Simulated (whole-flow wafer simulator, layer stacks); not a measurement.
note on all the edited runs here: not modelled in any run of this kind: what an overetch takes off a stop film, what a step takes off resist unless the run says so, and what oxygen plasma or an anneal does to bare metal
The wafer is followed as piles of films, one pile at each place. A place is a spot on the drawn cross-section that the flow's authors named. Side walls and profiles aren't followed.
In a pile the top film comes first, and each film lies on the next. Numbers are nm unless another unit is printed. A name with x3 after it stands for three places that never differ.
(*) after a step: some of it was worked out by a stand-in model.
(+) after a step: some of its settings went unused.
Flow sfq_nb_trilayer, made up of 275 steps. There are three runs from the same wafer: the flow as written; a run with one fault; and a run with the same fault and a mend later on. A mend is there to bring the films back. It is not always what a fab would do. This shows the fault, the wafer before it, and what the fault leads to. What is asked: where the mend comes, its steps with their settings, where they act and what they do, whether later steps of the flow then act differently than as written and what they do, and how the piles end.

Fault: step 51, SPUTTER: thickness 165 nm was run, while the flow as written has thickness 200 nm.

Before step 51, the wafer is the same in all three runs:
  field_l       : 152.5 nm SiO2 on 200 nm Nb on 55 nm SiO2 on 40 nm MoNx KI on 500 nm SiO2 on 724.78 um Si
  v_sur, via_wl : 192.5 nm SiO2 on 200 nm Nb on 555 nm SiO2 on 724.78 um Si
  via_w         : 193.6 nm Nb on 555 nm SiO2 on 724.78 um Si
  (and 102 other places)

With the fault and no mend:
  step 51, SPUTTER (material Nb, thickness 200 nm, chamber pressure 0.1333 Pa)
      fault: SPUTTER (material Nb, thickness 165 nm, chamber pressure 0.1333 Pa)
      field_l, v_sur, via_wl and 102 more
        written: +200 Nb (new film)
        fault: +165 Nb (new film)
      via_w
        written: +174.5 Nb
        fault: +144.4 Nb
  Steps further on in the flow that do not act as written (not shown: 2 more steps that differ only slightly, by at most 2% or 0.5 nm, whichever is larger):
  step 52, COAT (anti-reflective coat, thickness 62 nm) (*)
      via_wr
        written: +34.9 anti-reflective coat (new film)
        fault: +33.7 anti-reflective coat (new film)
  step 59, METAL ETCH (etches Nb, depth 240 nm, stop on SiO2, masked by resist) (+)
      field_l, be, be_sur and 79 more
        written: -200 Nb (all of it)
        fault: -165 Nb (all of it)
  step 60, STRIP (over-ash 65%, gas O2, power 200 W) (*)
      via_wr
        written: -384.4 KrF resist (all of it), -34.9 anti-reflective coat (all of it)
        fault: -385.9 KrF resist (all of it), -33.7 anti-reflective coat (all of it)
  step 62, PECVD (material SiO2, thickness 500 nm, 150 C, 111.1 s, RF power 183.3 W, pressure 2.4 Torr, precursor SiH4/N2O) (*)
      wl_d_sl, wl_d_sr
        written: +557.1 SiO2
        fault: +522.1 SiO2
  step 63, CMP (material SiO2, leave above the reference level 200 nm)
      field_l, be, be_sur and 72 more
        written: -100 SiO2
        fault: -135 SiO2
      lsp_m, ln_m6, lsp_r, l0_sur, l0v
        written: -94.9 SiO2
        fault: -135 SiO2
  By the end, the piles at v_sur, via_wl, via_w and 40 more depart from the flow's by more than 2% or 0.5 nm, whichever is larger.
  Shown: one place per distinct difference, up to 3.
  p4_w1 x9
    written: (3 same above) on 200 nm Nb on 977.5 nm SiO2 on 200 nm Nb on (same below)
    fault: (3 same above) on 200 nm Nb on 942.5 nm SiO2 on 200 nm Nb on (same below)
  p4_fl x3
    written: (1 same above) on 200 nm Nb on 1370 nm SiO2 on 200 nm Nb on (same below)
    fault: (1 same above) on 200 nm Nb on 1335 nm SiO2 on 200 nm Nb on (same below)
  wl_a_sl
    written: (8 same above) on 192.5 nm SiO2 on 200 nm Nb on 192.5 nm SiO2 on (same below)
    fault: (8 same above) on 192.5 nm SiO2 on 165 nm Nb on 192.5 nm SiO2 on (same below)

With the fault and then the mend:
  The mend stands after step 51.
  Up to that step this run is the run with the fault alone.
  step 51a, SPUTTER (material Nb, thickness 35 nm, chamber pressure 0.1333 Pa) (a further turn of the flow's step 51, with different settings)
      field_l, v_sur, via_wl and 102 more
        +35 Nb
      via_w
        +27.1 Nb
  None of the later steps of the flow differs from how it acts as written, at any place that is followed, by more than 2% or 0.5 nm, whichever is larger.
  The piles end only slightly different from the flow's at the places that both follow, by no more than 2% or 0.5 nm, whichever is larger.
